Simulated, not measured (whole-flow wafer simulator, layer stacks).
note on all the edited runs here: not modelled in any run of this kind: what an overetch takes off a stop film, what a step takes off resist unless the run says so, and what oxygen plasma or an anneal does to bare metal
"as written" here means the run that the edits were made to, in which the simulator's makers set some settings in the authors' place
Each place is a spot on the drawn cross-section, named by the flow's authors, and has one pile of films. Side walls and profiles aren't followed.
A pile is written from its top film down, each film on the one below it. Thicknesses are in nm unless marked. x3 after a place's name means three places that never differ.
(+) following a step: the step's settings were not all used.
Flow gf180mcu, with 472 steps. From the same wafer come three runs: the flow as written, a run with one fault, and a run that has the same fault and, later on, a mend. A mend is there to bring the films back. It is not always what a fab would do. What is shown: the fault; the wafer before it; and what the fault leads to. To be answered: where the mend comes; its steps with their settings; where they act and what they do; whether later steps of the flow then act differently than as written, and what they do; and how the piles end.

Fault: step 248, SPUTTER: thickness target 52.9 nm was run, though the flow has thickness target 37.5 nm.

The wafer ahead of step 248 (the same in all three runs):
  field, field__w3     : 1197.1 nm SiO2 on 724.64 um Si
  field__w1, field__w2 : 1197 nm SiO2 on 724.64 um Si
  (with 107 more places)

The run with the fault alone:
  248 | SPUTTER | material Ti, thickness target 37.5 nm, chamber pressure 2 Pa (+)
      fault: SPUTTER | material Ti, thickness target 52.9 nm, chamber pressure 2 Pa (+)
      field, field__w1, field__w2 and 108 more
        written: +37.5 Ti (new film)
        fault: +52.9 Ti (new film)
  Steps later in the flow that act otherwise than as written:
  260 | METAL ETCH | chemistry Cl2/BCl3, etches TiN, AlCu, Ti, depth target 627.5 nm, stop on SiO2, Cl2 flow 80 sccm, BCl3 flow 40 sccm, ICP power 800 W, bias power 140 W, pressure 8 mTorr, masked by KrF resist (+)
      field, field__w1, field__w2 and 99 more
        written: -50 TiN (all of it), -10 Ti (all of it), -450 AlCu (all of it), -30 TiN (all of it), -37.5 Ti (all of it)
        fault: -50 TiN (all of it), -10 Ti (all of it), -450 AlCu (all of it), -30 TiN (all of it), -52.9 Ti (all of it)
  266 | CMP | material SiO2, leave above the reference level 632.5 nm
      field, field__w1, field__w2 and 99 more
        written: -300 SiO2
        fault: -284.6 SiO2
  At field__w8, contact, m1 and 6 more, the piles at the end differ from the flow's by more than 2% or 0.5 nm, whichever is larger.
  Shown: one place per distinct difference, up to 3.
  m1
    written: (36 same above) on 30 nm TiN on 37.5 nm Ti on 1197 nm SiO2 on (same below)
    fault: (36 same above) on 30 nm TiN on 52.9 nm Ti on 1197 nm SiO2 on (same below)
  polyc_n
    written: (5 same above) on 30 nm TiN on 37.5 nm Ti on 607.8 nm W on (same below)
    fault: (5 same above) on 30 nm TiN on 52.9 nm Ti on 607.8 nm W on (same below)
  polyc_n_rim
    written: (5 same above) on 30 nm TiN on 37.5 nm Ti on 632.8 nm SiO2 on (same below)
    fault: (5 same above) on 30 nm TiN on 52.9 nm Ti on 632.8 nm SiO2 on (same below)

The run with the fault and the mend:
  The mend stands after step 248.
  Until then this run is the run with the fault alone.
  248a | METAL ETCH | chemistry Cl2/BCl3, etches TiN, AlCu, Ti, depth target 15.4 nm, Cl2 flow 80 sccm, BCl3 flow 40 sccm, ICP power 800 W, bias power 140 W, pressure 8 mTorr
      field, field__w1, field__w2 and 108 more
        -15.4 Ti
  Every later step of the flow that is run acts as written at every place that is followed.
  The piles end the same as the flow's at every place that both follow.
